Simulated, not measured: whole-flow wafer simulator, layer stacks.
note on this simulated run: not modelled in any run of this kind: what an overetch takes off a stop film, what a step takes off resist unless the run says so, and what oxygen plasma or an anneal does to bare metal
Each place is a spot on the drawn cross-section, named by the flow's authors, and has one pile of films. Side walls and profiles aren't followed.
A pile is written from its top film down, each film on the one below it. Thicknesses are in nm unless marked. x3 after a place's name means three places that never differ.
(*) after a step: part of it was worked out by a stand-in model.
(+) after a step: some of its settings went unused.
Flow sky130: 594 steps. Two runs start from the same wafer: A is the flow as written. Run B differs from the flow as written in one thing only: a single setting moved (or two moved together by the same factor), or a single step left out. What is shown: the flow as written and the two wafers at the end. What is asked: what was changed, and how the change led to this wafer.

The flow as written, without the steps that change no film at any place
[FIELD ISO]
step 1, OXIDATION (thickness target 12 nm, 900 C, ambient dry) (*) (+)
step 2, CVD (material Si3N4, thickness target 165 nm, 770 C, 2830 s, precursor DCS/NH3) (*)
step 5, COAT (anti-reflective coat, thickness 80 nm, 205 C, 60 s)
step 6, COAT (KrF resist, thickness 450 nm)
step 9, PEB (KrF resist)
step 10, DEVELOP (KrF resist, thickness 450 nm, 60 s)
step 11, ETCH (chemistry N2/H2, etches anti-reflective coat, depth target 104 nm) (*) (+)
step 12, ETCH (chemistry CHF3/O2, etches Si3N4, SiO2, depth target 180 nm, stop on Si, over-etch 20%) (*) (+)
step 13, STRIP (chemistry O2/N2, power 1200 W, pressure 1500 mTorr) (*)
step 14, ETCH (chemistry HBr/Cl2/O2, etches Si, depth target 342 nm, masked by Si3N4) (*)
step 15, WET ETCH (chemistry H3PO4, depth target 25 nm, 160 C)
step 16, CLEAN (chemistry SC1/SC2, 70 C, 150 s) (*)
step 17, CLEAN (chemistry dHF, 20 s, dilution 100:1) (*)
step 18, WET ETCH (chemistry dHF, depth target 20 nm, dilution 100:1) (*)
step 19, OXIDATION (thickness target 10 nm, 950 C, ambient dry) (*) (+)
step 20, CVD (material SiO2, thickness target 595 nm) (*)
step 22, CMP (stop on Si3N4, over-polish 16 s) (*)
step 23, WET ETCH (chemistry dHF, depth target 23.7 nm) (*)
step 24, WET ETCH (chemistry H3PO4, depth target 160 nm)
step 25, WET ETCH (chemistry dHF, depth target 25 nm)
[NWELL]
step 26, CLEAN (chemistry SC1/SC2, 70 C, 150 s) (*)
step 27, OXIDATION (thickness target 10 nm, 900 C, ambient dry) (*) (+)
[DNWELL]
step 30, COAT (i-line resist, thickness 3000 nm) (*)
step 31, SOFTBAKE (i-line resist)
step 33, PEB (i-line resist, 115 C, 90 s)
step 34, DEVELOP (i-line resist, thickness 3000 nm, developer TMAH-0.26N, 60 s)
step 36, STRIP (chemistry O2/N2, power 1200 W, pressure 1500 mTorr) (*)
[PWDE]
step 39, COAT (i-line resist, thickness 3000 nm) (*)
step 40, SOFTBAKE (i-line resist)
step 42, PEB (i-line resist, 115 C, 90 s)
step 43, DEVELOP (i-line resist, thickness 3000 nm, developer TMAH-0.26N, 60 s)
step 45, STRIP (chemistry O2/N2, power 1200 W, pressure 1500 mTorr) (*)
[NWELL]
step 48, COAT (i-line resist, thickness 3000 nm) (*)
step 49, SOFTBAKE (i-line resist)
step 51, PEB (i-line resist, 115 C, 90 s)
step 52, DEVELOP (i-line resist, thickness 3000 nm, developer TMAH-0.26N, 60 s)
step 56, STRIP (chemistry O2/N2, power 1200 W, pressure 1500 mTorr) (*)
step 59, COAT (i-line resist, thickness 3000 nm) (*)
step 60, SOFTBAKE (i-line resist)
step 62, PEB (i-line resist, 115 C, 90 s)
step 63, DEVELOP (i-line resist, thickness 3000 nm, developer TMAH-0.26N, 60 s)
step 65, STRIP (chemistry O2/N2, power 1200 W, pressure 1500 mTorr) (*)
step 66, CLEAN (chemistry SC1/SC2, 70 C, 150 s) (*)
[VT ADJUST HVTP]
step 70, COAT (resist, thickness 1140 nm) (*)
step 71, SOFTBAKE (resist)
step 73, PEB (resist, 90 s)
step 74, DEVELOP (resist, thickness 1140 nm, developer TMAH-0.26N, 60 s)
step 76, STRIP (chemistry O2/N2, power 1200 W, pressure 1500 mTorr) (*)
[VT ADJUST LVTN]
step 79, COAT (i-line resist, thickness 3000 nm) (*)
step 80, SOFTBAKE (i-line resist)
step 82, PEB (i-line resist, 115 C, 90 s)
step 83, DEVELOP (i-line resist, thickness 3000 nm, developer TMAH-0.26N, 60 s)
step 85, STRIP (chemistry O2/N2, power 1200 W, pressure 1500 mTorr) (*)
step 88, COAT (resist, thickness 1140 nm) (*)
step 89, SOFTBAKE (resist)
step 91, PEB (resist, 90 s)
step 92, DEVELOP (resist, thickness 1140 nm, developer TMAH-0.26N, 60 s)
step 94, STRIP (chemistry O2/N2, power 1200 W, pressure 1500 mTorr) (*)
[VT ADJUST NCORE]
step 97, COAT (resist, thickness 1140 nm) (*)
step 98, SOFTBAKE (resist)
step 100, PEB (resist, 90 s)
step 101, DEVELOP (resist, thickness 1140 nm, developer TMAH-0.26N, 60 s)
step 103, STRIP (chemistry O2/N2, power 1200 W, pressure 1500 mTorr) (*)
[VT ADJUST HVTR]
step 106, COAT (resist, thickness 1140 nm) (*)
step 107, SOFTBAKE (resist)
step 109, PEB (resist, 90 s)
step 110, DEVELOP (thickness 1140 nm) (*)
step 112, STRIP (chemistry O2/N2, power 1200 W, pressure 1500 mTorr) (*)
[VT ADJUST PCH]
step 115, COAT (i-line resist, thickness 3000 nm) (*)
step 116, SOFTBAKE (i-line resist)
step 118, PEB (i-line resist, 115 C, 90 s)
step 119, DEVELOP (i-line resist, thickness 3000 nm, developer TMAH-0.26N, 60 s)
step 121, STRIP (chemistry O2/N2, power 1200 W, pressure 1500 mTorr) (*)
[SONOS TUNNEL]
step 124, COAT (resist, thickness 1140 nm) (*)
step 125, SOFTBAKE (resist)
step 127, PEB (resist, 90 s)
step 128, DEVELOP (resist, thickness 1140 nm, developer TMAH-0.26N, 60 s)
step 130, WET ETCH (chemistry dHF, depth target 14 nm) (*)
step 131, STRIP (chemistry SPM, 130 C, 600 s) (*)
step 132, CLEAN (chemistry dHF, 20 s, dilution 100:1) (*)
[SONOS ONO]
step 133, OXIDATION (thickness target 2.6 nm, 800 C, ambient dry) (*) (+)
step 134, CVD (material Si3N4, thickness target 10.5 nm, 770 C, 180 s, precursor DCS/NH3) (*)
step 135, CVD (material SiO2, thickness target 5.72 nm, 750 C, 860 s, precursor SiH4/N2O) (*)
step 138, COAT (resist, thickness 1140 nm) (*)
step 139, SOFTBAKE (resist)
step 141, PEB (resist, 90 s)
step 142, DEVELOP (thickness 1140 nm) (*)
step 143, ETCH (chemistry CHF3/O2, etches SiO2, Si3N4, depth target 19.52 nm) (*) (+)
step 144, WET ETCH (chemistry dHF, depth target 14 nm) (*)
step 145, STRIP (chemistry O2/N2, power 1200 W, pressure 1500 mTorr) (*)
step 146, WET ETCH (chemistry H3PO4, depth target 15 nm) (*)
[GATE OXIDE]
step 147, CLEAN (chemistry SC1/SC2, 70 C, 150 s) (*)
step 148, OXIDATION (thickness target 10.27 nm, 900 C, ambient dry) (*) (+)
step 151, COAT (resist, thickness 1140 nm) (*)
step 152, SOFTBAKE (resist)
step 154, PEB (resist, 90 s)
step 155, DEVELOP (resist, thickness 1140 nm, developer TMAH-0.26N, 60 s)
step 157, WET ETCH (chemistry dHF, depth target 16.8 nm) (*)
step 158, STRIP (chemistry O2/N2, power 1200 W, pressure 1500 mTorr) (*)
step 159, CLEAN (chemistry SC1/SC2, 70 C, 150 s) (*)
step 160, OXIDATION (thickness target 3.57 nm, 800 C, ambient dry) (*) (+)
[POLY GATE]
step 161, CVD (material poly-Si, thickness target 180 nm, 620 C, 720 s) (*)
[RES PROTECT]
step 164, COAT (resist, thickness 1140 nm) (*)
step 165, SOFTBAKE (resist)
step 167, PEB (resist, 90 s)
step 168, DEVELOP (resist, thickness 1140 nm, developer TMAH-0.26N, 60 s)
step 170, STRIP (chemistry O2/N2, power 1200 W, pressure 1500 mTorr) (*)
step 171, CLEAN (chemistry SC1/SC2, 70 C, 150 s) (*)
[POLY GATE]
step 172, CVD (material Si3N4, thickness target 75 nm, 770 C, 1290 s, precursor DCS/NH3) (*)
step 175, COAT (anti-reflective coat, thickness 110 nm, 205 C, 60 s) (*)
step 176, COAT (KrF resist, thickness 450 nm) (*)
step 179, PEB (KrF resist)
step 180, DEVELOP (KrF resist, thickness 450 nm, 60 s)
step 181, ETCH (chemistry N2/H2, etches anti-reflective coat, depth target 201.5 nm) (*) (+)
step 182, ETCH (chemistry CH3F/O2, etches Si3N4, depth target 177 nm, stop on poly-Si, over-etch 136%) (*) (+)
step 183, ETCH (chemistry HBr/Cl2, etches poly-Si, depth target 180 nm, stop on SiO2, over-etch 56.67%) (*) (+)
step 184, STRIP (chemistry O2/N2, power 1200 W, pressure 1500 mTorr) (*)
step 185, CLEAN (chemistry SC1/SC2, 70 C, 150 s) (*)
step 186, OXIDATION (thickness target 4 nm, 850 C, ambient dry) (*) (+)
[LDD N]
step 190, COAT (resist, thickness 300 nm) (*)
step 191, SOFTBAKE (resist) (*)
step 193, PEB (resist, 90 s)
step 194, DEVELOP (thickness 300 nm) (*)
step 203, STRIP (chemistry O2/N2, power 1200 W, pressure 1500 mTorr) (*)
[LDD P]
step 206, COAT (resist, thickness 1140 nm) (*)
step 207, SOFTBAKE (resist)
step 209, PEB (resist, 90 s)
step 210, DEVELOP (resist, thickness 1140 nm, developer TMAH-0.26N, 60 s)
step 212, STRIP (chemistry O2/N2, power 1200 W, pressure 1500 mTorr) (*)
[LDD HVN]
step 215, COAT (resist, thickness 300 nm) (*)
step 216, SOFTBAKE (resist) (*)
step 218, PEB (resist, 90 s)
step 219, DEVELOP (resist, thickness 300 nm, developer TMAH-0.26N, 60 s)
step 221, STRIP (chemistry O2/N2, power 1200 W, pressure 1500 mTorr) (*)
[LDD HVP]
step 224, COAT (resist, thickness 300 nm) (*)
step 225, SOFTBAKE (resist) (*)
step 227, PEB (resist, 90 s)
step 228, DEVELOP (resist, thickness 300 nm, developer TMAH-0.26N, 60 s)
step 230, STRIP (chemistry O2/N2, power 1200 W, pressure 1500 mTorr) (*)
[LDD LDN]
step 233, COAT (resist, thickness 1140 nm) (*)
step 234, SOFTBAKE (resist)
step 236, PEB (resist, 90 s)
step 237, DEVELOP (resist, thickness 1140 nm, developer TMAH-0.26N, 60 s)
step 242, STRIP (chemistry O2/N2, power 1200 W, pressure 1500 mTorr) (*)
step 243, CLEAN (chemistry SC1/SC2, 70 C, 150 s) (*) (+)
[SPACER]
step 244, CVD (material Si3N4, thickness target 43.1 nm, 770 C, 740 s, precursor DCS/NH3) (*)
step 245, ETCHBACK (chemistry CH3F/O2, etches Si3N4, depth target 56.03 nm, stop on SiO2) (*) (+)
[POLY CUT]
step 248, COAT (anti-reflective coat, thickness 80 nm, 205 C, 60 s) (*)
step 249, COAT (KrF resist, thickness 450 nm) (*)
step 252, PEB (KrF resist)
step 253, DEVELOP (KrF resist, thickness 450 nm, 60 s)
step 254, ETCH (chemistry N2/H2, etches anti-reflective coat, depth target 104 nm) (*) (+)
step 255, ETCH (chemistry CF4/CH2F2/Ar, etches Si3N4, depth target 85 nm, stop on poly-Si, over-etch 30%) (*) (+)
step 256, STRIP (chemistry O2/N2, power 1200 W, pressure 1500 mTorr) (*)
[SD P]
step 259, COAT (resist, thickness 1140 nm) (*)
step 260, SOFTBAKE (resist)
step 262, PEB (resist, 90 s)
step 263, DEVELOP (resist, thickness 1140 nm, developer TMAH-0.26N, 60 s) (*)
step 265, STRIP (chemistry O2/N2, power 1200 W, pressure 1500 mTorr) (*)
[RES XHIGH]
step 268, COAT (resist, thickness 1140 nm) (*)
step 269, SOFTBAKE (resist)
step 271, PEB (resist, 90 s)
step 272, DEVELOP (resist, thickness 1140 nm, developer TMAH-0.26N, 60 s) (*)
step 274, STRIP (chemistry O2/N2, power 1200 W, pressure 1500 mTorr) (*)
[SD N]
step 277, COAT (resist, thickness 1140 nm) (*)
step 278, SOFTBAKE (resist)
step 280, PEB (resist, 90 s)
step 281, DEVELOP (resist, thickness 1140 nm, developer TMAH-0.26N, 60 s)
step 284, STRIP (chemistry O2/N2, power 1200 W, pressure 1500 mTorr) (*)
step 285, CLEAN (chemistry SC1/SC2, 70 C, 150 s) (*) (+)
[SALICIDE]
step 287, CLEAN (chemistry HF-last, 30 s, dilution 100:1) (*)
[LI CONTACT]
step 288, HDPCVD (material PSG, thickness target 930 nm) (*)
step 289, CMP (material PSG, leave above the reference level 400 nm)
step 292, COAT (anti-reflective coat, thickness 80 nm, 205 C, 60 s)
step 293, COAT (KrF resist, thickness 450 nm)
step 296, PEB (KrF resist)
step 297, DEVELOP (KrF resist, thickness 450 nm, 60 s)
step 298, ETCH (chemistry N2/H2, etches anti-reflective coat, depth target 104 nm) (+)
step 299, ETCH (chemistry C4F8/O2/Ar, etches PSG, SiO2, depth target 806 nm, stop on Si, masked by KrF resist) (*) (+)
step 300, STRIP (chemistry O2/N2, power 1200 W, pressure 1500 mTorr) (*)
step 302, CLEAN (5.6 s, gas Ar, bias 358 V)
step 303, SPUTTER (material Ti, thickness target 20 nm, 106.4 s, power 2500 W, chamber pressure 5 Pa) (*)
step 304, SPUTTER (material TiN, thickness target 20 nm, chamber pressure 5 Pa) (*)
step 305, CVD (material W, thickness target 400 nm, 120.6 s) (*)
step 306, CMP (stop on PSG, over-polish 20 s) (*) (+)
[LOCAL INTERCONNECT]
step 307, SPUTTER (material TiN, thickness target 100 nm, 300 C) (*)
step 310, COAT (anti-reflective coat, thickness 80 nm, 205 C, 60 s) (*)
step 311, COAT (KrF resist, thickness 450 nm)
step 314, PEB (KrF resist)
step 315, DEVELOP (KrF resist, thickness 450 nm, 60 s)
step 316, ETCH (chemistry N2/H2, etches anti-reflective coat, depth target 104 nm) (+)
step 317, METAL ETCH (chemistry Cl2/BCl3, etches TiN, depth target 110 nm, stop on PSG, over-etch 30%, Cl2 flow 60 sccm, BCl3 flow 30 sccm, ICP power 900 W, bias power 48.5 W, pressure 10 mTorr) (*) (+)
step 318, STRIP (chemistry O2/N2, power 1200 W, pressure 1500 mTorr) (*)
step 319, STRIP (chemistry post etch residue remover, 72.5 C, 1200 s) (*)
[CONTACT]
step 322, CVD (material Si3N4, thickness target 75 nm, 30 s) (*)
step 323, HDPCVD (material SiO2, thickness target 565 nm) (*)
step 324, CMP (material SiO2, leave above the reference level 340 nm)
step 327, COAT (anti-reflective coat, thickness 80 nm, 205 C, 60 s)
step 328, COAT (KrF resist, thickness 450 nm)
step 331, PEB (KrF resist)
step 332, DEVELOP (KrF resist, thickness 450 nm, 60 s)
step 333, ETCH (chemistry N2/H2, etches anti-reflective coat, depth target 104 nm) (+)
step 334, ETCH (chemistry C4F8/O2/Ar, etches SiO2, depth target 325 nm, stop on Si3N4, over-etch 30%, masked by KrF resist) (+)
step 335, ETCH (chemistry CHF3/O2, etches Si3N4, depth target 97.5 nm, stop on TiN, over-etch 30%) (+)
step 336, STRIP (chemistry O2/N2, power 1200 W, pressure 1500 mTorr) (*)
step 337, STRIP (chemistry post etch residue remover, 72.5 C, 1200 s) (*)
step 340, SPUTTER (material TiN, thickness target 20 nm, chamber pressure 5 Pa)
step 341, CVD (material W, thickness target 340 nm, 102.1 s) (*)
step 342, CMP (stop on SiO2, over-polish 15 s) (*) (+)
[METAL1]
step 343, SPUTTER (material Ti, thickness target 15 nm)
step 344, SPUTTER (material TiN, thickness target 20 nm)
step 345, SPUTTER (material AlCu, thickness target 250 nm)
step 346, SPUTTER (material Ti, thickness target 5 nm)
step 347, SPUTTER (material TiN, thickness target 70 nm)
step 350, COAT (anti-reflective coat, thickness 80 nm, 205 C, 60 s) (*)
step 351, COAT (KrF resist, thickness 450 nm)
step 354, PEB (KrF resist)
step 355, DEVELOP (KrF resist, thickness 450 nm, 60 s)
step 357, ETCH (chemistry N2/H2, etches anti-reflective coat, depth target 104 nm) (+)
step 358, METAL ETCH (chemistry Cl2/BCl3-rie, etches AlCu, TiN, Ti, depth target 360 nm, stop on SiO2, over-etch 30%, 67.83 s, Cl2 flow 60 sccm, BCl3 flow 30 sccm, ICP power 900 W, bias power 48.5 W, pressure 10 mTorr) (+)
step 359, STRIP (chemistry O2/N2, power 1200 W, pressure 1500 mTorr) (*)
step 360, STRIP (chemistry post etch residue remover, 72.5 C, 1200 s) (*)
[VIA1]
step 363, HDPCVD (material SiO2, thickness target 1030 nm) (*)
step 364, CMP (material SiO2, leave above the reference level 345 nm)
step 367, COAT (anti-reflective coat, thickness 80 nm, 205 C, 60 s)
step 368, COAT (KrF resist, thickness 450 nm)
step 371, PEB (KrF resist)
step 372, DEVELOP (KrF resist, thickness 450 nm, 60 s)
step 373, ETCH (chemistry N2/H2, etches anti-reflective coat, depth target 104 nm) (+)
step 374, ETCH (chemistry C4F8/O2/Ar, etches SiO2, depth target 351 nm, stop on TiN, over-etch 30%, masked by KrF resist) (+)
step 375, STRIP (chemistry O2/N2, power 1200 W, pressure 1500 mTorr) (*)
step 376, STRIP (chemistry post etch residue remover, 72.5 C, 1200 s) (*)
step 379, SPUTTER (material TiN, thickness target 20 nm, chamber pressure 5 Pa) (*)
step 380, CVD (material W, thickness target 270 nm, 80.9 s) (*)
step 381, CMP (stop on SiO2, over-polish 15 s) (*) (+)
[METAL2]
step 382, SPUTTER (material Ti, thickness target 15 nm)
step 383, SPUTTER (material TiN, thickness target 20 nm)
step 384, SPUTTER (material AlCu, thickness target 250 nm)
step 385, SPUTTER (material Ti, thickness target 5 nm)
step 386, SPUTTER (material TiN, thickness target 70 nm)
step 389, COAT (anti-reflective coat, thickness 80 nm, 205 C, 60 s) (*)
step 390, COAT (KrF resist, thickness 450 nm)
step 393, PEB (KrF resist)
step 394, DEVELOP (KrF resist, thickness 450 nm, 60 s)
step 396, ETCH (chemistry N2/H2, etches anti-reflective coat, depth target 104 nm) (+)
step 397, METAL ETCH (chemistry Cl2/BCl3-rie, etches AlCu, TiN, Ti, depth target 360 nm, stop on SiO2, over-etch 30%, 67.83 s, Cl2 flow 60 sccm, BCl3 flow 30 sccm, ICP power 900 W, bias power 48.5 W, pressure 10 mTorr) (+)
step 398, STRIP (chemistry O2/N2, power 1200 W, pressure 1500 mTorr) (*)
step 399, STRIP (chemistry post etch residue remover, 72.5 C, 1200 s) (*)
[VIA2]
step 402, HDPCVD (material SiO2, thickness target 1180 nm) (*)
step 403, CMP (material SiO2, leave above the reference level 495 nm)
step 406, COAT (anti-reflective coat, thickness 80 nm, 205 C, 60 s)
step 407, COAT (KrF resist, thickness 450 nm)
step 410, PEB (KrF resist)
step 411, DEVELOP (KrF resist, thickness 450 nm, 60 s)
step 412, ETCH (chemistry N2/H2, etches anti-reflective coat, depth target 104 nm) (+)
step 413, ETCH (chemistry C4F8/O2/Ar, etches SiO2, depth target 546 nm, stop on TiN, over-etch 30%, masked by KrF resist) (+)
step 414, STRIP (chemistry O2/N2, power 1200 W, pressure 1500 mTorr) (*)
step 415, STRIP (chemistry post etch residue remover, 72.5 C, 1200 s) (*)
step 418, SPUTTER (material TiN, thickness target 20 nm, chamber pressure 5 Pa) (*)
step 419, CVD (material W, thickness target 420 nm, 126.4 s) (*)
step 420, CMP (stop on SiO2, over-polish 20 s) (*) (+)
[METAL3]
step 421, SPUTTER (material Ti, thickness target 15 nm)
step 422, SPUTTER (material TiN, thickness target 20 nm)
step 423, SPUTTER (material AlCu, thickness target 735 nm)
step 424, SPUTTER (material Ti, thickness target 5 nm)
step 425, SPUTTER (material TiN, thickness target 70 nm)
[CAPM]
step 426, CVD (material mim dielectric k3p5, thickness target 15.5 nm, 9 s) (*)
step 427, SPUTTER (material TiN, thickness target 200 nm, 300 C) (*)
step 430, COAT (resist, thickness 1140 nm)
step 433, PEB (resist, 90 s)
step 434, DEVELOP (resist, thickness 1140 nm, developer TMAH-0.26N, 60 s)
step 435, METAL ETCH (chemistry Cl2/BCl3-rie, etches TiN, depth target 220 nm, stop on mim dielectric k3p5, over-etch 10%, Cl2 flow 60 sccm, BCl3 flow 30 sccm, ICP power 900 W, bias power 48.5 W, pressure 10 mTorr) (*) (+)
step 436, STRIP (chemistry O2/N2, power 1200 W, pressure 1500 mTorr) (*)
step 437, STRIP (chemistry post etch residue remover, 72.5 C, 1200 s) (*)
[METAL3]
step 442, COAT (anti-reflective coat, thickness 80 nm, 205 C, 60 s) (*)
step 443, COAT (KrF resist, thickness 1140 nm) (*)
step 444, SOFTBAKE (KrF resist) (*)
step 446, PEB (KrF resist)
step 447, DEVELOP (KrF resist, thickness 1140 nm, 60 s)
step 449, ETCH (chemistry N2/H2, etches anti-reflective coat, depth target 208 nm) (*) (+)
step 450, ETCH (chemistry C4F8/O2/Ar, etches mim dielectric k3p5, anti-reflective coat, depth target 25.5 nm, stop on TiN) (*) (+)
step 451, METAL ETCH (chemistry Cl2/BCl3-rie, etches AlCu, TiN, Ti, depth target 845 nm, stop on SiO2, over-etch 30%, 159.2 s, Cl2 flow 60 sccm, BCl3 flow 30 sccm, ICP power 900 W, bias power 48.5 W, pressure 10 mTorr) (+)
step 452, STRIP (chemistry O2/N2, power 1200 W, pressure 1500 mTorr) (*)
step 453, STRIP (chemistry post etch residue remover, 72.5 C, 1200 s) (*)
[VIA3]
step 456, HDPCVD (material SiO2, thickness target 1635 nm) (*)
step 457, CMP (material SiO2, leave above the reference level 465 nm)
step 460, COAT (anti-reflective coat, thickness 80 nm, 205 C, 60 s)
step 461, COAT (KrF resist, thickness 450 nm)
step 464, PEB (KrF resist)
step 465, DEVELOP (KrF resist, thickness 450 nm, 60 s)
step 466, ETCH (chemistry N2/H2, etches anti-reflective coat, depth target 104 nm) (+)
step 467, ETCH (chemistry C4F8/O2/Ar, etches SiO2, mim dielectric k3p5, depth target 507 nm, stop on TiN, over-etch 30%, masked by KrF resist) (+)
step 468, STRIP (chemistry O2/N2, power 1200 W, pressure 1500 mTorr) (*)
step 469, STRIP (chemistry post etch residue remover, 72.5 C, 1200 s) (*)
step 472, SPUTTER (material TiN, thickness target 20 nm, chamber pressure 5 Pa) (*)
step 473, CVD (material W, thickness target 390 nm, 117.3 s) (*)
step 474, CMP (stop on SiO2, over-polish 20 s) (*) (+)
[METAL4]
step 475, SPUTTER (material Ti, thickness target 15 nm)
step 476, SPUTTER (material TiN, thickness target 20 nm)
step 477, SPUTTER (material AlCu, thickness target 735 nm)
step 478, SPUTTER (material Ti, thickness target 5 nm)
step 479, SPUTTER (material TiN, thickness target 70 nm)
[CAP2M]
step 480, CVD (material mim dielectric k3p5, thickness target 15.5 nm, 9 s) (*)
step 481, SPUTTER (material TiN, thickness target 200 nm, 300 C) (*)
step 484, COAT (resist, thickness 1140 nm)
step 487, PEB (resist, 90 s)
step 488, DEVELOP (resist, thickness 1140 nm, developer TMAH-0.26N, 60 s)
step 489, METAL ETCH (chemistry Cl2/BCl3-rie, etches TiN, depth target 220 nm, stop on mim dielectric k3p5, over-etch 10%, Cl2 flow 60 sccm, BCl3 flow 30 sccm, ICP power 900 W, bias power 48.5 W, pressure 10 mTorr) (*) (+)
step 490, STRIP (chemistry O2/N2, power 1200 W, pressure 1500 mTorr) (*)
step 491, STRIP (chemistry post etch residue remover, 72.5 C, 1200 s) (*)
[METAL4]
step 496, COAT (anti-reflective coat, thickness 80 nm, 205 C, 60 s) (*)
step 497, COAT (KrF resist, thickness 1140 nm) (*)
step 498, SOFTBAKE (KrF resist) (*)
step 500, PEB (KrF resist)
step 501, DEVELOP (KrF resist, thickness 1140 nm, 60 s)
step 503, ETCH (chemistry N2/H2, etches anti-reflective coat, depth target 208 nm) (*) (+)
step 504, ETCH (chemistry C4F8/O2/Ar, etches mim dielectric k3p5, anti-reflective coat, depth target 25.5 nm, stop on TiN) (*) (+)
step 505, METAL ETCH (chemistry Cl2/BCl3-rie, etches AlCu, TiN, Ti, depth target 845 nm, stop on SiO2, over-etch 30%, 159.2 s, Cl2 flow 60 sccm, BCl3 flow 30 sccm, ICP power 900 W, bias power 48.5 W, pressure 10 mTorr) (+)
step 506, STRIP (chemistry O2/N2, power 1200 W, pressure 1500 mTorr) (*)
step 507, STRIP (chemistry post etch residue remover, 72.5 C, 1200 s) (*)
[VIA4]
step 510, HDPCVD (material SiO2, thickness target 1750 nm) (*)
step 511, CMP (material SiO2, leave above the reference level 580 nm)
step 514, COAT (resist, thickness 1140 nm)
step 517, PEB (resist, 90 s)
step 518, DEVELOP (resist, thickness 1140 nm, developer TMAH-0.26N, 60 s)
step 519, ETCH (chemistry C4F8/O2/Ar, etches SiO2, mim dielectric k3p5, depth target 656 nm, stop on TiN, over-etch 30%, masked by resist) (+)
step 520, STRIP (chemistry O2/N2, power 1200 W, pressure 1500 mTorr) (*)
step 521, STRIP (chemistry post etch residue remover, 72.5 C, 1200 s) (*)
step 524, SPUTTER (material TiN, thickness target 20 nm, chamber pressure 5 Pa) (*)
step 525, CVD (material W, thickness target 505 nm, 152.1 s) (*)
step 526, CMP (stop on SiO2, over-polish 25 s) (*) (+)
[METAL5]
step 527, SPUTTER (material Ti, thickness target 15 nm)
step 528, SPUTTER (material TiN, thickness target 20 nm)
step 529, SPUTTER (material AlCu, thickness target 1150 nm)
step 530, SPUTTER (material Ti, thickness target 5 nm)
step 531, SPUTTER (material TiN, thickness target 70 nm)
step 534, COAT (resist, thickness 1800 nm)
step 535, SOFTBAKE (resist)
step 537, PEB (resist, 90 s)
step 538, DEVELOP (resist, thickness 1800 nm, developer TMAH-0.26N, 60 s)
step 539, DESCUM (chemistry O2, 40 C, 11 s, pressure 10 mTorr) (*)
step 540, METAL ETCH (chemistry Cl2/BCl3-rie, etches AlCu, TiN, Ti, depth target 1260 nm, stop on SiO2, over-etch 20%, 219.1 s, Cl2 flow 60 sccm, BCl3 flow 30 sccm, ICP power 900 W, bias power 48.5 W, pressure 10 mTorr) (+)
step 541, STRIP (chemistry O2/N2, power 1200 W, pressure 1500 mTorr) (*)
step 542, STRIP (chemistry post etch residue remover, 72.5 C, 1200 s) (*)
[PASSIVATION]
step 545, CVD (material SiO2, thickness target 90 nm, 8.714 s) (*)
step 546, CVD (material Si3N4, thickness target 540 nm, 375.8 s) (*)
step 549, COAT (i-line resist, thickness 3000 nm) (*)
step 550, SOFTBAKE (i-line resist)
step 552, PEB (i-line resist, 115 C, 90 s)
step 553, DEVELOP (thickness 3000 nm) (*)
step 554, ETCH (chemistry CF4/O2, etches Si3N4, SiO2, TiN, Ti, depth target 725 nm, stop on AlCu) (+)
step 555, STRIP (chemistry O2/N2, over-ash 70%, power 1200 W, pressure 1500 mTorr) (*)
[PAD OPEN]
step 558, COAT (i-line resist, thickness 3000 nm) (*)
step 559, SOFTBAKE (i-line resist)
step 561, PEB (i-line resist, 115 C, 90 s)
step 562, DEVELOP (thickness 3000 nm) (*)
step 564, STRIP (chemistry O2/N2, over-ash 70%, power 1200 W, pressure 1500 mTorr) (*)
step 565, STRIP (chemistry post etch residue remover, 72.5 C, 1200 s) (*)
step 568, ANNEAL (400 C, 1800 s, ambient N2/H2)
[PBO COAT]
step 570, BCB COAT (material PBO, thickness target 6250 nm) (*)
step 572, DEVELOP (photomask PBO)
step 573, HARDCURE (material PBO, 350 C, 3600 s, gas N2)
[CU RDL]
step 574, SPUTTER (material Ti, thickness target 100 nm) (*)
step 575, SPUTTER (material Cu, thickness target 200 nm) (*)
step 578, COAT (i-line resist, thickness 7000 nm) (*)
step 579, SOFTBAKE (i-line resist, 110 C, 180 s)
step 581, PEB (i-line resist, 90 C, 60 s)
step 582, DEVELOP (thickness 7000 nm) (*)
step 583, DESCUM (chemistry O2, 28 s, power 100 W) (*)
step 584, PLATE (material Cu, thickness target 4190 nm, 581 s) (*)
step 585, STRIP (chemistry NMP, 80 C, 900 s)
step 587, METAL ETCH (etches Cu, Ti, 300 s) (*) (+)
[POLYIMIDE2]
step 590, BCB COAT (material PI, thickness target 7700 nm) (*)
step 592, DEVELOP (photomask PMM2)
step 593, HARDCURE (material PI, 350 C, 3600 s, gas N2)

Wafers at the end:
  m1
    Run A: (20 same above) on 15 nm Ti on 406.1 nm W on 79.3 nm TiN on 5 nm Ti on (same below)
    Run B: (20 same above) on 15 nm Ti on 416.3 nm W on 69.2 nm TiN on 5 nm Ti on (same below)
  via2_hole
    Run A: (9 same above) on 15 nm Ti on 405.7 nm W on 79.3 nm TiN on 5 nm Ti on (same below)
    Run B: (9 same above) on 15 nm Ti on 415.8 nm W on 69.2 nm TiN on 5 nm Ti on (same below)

The reason: step 418, SPUTTER: material TiN, thickness target 20 nm, chamber pressure 5 Pa (*), was omitted.

Step by step, how the change led to this:
  step 420, CMP (stop on SiO2, over-polish 20 s) (*) (+)
      field, active, n_well and 186 more: A -420 W (all of it), -20 TiN (all of it), -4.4 SiO2 | B -420 W (all of it), -4.4 SiO2
      m1, via2_hole: A -445 W | B -425 W
